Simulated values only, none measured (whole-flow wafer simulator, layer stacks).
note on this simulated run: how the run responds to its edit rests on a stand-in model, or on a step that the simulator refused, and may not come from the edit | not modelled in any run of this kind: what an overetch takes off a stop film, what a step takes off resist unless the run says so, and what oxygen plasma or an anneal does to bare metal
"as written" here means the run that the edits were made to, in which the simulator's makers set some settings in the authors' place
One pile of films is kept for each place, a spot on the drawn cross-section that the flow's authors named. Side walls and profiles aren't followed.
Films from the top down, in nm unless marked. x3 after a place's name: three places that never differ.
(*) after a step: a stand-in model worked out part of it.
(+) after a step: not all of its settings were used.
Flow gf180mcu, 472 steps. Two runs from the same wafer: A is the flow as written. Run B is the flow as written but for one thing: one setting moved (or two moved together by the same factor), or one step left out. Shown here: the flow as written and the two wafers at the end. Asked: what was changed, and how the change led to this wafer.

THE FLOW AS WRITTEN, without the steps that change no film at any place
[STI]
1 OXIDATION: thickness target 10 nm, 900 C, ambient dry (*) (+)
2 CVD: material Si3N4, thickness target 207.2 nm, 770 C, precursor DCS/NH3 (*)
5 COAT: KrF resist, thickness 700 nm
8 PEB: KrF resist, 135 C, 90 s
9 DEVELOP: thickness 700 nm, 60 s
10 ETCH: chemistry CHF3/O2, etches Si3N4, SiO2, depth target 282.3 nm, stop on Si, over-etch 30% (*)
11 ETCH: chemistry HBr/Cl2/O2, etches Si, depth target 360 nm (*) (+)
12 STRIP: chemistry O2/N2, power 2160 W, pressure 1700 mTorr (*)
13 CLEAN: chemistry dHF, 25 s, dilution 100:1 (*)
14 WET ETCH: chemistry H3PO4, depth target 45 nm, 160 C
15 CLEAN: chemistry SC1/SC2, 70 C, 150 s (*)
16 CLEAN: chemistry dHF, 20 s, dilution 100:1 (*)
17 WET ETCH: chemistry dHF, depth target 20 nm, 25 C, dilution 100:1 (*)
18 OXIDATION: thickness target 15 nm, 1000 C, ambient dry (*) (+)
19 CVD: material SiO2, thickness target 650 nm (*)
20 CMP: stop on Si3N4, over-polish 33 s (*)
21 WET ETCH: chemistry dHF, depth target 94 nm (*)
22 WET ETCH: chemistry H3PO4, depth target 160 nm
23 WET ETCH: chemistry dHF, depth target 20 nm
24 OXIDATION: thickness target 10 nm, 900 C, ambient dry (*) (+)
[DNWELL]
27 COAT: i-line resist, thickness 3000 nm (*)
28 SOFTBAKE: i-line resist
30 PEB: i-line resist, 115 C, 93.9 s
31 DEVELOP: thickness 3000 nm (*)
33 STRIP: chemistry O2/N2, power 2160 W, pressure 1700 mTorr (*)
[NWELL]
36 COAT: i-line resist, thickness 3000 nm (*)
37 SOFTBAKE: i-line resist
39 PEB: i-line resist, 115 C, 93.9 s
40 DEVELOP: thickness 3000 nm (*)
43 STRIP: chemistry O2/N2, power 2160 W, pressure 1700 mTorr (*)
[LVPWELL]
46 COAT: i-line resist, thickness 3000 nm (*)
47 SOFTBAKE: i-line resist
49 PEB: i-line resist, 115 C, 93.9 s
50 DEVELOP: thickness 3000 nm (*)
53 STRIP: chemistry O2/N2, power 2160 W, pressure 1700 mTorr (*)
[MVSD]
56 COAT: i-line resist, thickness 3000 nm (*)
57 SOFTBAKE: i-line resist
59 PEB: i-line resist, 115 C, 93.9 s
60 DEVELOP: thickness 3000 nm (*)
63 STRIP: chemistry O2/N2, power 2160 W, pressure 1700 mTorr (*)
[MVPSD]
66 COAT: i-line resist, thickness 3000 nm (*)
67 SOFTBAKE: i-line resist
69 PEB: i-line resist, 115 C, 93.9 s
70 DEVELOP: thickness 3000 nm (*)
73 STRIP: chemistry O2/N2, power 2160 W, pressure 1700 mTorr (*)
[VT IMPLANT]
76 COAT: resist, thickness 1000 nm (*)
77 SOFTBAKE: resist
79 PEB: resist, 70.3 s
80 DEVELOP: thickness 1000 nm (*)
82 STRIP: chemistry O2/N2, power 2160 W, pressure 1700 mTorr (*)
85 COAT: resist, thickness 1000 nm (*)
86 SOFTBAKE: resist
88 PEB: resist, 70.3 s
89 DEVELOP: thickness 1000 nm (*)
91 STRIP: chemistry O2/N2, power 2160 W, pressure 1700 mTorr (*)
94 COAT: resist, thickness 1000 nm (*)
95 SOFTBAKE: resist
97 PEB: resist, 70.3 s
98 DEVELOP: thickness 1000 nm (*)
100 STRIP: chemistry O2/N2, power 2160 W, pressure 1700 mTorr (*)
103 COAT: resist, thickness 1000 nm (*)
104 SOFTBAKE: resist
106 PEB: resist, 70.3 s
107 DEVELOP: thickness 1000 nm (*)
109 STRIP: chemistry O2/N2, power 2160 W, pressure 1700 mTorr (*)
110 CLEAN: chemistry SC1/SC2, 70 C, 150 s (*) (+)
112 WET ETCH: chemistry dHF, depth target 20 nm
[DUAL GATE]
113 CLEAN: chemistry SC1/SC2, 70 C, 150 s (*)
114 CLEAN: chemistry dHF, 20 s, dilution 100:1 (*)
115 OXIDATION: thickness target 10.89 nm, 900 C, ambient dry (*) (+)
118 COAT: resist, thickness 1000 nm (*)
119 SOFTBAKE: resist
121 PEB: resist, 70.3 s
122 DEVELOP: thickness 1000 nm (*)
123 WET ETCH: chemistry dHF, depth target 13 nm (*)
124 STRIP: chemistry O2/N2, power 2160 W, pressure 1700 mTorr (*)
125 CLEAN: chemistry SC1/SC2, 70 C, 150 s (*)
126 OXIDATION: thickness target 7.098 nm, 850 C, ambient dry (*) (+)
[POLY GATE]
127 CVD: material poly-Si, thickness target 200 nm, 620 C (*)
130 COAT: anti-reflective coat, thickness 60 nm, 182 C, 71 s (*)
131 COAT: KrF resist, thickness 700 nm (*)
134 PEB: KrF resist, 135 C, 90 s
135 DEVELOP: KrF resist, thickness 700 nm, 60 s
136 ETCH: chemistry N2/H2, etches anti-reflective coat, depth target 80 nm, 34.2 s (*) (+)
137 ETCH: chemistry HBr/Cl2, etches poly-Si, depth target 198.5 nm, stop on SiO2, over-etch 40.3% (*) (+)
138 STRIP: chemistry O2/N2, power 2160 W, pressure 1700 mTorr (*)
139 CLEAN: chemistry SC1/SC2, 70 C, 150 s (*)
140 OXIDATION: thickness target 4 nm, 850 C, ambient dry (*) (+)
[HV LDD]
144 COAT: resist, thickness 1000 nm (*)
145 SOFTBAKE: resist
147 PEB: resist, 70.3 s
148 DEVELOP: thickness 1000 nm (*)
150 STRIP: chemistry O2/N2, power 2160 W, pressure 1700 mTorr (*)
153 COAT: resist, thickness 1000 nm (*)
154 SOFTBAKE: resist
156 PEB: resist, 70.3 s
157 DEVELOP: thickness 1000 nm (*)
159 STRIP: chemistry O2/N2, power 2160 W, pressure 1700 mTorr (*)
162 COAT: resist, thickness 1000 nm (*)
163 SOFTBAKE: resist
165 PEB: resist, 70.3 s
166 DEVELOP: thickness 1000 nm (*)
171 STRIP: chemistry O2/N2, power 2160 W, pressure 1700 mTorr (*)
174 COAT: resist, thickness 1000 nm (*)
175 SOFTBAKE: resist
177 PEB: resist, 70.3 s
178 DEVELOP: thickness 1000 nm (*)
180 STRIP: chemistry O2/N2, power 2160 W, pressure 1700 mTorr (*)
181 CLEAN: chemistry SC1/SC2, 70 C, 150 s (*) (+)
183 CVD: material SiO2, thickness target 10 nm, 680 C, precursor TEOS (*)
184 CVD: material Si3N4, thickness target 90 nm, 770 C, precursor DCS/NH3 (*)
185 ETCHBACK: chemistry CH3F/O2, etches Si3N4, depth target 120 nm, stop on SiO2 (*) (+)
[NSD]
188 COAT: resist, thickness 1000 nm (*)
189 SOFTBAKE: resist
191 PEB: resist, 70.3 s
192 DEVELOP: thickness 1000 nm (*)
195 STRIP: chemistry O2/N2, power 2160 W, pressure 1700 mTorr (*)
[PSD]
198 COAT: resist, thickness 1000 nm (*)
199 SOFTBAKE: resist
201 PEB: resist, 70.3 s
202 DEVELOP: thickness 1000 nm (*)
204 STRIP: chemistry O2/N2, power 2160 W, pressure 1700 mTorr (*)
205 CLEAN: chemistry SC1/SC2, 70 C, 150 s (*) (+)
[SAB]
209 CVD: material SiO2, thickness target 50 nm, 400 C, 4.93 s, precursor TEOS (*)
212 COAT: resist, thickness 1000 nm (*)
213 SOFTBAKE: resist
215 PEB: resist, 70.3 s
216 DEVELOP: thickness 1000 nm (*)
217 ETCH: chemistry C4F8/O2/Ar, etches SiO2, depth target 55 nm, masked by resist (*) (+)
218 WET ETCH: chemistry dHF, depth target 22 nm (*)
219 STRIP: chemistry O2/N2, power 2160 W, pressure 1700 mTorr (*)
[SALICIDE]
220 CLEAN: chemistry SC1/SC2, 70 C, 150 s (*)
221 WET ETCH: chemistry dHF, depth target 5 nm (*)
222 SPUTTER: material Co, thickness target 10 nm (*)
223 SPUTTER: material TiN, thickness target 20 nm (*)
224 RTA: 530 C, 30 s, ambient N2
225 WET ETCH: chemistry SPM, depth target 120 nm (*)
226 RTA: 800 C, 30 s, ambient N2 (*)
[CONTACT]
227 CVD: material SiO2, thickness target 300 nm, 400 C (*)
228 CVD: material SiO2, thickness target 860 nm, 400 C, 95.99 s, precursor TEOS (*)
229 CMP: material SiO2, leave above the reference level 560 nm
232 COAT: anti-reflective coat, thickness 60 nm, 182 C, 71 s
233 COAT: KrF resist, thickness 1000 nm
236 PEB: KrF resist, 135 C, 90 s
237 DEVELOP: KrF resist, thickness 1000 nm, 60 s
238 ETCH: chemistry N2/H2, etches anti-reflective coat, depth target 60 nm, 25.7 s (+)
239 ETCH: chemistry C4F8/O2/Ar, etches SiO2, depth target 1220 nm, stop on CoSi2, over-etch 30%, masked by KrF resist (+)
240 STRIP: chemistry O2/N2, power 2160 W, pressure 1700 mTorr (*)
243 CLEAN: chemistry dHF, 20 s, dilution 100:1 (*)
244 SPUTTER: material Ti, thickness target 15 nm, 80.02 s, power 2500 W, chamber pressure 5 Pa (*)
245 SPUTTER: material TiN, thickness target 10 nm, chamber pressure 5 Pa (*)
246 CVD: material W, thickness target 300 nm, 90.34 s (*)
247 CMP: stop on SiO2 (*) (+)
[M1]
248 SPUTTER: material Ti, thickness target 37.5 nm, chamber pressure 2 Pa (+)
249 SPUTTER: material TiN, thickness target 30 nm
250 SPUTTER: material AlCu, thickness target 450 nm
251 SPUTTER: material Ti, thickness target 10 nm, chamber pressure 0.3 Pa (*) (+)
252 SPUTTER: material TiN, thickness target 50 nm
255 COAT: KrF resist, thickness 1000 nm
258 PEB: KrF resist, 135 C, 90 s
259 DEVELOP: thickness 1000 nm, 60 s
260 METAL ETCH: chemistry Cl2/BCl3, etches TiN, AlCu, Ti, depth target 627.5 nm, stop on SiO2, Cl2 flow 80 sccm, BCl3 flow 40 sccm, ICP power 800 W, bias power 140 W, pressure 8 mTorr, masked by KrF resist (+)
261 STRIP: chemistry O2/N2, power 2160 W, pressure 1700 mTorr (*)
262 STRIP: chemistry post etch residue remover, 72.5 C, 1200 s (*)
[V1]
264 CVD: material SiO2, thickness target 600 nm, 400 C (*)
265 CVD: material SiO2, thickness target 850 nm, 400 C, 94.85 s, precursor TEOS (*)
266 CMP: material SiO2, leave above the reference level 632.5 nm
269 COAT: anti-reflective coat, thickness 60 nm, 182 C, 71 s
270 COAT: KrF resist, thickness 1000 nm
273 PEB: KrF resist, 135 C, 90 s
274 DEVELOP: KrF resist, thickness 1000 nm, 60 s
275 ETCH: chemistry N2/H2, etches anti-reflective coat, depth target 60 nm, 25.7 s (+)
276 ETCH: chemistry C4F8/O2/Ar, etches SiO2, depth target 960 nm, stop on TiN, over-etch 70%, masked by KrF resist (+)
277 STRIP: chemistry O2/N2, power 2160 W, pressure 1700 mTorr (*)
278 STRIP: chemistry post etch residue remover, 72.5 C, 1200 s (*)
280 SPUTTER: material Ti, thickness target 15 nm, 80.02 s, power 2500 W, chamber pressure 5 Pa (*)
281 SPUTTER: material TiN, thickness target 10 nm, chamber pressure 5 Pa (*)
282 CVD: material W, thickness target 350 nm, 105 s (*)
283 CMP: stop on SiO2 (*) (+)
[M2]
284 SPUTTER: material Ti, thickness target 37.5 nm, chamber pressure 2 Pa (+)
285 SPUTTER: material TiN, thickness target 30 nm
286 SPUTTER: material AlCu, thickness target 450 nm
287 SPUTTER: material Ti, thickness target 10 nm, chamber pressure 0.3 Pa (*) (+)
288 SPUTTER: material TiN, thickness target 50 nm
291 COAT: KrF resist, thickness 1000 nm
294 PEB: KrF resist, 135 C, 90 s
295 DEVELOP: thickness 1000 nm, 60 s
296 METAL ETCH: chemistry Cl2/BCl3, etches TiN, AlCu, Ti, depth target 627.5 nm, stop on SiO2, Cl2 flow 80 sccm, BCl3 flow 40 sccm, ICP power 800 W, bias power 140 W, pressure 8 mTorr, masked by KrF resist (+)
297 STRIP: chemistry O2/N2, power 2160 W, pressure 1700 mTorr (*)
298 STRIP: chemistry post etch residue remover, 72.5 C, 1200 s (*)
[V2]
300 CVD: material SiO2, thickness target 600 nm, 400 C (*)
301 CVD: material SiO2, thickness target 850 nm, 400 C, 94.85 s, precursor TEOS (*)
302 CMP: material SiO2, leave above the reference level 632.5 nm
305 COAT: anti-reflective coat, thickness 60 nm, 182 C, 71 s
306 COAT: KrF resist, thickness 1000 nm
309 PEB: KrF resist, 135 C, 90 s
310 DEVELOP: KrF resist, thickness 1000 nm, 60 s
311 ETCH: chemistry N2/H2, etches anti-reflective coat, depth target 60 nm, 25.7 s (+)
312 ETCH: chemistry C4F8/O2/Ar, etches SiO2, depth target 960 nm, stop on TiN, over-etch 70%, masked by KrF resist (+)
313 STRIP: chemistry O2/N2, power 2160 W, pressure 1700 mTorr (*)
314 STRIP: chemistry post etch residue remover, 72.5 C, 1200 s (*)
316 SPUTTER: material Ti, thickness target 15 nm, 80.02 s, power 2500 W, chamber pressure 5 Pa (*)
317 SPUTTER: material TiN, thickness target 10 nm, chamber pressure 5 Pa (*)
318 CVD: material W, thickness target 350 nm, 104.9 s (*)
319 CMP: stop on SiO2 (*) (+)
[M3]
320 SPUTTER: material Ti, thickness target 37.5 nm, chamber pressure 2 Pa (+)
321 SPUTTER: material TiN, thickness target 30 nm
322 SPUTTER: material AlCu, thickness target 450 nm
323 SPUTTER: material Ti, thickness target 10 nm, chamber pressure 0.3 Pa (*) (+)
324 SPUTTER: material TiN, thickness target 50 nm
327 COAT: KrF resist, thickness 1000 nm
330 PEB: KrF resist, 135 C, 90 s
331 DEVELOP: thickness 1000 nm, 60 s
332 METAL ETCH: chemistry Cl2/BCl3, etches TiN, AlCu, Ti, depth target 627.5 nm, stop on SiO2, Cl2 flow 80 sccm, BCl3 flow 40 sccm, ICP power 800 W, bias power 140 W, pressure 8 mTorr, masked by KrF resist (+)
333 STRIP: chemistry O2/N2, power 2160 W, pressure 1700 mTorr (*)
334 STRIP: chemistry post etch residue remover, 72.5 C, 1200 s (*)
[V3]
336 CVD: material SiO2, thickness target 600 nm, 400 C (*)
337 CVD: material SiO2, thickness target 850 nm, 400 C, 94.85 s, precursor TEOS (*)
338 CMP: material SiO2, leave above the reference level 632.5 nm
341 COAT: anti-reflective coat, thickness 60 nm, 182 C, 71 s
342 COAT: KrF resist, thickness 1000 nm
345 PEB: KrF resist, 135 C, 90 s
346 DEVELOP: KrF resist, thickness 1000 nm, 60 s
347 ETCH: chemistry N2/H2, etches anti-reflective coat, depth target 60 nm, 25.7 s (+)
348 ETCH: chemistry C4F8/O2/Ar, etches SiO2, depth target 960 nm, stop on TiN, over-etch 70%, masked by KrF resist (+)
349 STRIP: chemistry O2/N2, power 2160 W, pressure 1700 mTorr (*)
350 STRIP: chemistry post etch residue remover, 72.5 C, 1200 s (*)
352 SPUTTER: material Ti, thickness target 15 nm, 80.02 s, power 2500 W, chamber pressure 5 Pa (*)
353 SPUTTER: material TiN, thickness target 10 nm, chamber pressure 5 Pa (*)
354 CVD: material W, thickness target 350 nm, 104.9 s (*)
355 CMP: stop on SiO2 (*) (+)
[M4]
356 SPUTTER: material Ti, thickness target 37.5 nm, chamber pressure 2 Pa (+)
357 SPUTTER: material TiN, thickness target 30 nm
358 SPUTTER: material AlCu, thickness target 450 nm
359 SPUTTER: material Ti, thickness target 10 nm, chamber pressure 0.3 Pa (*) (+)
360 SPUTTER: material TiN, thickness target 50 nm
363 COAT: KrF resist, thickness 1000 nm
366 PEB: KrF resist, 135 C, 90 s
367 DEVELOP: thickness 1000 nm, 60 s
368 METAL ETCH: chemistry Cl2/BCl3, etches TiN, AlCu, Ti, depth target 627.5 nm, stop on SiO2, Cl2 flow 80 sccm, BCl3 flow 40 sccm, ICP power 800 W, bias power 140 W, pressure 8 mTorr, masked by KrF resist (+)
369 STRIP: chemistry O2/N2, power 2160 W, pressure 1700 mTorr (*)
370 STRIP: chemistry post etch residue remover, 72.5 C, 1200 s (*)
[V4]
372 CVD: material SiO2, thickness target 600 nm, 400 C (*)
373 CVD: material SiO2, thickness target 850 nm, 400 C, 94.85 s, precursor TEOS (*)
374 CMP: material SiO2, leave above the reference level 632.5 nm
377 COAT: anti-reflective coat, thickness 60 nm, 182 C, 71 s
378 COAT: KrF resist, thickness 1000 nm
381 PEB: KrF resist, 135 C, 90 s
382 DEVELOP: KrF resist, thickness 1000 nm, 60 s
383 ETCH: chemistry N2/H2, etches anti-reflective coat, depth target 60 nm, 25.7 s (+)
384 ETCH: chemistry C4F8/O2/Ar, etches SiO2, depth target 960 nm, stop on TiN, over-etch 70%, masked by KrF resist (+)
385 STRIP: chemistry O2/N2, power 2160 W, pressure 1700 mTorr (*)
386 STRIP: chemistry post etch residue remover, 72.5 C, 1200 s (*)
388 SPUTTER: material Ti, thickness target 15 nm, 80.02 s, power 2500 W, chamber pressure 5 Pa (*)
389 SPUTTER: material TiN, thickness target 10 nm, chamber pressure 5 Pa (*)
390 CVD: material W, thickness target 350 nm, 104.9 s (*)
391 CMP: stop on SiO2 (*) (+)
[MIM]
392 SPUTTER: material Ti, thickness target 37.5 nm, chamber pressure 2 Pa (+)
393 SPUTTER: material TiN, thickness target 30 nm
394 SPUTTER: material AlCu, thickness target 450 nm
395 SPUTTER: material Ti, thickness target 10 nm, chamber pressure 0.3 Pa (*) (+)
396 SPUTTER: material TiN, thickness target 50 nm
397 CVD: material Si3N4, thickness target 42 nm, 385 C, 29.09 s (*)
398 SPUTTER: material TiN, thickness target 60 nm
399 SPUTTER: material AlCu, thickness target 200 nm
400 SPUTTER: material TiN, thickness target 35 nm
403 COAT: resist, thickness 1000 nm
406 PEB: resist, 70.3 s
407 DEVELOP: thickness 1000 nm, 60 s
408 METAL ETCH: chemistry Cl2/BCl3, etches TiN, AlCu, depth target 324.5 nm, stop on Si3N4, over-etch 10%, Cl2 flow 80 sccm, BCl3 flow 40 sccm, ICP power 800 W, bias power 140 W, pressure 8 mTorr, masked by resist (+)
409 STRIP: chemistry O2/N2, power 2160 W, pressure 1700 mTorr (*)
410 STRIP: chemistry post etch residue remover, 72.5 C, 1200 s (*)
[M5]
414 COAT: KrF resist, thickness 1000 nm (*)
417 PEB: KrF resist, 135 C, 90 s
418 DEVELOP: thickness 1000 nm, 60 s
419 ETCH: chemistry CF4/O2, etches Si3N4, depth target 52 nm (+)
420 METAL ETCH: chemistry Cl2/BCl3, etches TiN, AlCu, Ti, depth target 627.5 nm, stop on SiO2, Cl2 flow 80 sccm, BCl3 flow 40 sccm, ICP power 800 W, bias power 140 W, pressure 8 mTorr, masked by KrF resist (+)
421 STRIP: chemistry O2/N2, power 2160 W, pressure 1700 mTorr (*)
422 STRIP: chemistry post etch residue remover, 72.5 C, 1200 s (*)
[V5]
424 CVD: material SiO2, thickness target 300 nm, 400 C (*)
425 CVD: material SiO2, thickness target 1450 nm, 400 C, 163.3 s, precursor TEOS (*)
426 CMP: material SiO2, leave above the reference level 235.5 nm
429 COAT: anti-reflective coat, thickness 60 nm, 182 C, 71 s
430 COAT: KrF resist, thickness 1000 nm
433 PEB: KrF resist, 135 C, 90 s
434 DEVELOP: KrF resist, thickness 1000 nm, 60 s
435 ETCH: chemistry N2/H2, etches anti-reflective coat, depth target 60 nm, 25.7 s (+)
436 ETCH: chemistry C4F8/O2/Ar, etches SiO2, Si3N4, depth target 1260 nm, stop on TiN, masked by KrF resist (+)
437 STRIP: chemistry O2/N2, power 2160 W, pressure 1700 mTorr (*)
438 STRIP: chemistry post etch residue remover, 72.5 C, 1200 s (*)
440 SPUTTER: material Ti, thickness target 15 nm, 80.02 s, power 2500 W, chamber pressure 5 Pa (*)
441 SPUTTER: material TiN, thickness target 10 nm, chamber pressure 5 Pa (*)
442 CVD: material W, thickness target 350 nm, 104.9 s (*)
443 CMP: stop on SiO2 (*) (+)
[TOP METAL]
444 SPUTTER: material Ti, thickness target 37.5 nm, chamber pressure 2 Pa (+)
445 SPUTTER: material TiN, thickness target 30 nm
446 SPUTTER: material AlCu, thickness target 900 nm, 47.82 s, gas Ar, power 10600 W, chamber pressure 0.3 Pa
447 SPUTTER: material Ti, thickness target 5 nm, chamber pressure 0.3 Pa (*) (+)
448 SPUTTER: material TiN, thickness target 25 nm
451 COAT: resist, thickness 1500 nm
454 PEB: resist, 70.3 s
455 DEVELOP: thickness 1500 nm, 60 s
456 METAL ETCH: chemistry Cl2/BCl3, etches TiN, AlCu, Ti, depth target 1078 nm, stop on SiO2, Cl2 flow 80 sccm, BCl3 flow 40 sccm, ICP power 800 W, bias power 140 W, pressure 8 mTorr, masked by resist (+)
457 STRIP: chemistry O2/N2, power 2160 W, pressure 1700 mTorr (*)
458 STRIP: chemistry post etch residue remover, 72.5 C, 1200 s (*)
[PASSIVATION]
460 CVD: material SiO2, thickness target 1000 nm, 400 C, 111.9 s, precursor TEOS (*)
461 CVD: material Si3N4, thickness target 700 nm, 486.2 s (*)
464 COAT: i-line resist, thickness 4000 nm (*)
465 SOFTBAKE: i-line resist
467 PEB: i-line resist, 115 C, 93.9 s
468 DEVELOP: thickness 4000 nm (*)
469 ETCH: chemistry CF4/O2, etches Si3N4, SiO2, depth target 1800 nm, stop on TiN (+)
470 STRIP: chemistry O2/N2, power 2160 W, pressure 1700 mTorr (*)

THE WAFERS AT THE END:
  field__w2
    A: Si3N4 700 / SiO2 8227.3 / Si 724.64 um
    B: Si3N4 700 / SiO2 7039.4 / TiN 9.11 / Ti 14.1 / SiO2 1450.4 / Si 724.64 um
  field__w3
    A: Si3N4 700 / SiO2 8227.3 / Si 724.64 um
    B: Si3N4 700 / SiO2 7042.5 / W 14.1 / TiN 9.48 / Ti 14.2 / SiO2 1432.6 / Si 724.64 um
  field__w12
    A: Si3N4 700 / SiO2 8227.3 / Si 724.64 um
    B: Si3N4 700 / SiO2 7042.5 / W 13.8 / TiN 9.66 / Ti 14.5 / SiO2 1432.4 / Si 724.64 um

The cause: step 229, CMP: leave above the reference level 846 nm was run, where the flow has leave above the reference level 560 nm.

How the change led to this, step by step:
  229 CMP: material SiO2, leave above the reference level 560 nm
      field_sub, field_sub__w2: A SiO2 -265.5 | B nothing
      field__w1: A SiO2 -283.7 | B nothing
      (and at 108 more places)
  232 COAT: anti-reflective coat, thickness 60 nm, 182 C, 71 s
      field_sub__w1, n_well: A anti-reflective coat +60 (new film) | B anti-reflective coat +57.2 (new film)
      ld_fp_n, nw_enc_fld__w1: A anti-reflective coat +60 (new film) | B anti-reflective coat +55.7 (new film)
      (and at 36 more places)
  239 ETCH: chemistry C4F8/O2/Ar, etches SiO2, depth target 1220 nm, stop on CoSi2, over-etch 30%, masked by KrF resist (+)
      field, field__w1, field__w2 and 105 more: A KrF resist -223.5 | B KrF resist -244
      contact: A SiO2 -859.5 (all of it) | B SiO2 -1142.8 (all of it)
      (and at 2 more places)
  240 STRIP: chemistry O2/N2, power 2160 W, pressure 1700 mTorr (*)
      iso_nw_fld, iso_ptap_sub, iso_fld_sub and 29 more: A KrF resist -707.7 (all of it), anti-reflective coat -60 (all of it) | B KrF resist -687.2 (all of it), anti-reflective coat -60 (all of it)
      p_well, sti, gate_hv, spacer, sd_n, mim_1p0, pad, dice_street: A KrF resist -707.7 (all of it), anti-reflective coat -60 (all of it) | B KrF resist -686.2 (all of it), anti-reflective coat -59.3 (all of it)
      (and at 68 more places)
  244 SPUTTER: material Ti, thickness target 15 nm, 80.02 s, power 2500 W, chamber pressure 5 Pa (*)
      field__w2: A Ti +15 (new film) | B Ti +14.1 (new film)
      field__w3: A Ti +15 (new film) | B Ti +14.2 (new film)
      (and at 1 more place)
  245 SPUTTER: material TiN, thickness target 10 nm, chamber pressure 5 Pa (*)
      field__w2: A TiN +10 (new film) | B TiN +9.35 (new film)
      field__w3: A TiN +10 (new film) | B TiN +9.48 (new film)
      (and at 1 more place)
  246 CVD: material W, thickness target 300 nm, 90.34 s (*)
      polyc_n, polyc_p: A W +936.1 (new film) | B W +1222.1 (new film)
      contact: A W +1167.5 (new film) | B W +1445.3 (new film)
  247 CMP: stop on SiO2 (*) (+)
      field_sub__w1, field_sub__w3, field_sub__w5: A W -300 (all of it), TiN -10 (all of it), Ti -15 (all of it), SiO2 -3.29 | B W -300 (all of it), TiN -10 (all of it), Ti -15 (all of it)
      field__w3, field__w12: A W -300 (all of it), TiN -10 (all of it), Ti -15 (all of it), SiO2 -3.29 | B W -279.8
      (and at 15 more places)
  248 SPUTTER: material Ti, thickness target 37.5 nm, chamber pressure 2 Pa (+)
      field__w6, m1, active_nat, ld_drn_n, ld_sd_p, nw_enc_fld_lv__w3: A Ti +37.5 (new film) | B Ti +37.5
  260 METAL ETCH: chemistry Cl2/BCl3, etches TiN, AlCu, Ti, depth target 627.5 nm, stop on SiO2, Cl2 flow 80 sccm, BCl3 flow 40 sccm, ICP power 800 W, bias power 140 W, pressure 8 mTorr, masked by KrF resist (+)
      field__w2, field__w3, field__w12, mim: A TiN -50 (all of it), Ti -10 (all of it), AlCu -450 (all of it), TiN -30 (all of it), Ti -37.5 (all of it) | B TiN -50 (all of it), Ti -10 (all of it), AlCu -450 (all of it), TiN -30 (all of it), Ti -37.5 (all of it), W -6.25
      field_sub, field_sub__w2: A TiN -50 (all of it), Ti -10 (all of it), AlCu -450 (all of it), TiN -30 (all of it), Ti -37.5 (all of it) | B TiN -50 (all of it), Ti -10 (all of it), AlCu -450 (all of it), TiN -30 (all of it), Ti -37.5 (all of it), TiN -1.79 (all of it), Ti -15 (all of it)
      (and at 7 more places)
  262 STRIP: chemistry post etch residue remover, 72.5 C, 1200 s (*)
      field__w3, field__w12, mim: A nothing | B W -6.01
      field__w2: A nothing | B W -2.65 (all of it), TiN -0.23
  264 CVD: material SiO2, thickness target 600 nm, 400 C (*)
      field__w2, field__w3, field__w12, mim: A SiO2 +600 | B SiO2 +600 (new film)
  266 CMP: material SiO2, leave above the reference level 632.5 nm
      field__w3, field__w12, mim: A SiO2 -300 | B SiO2 -287.7
      field_sub, field_sub__w2: A SiO2 -300 | B SiO2 -283.2
      (and at 6 more places)
Counting metal films that touch as one body, field__w2 has 1 body; the flow as written gives 0 bodies.
Counting metal films that touch as one body, field__w3 has 1 body; the flow as written gives 0 bodies.
Counting metal films that touch as one body, field__w12 has 1 body; the flow as written gives 0 bodies.
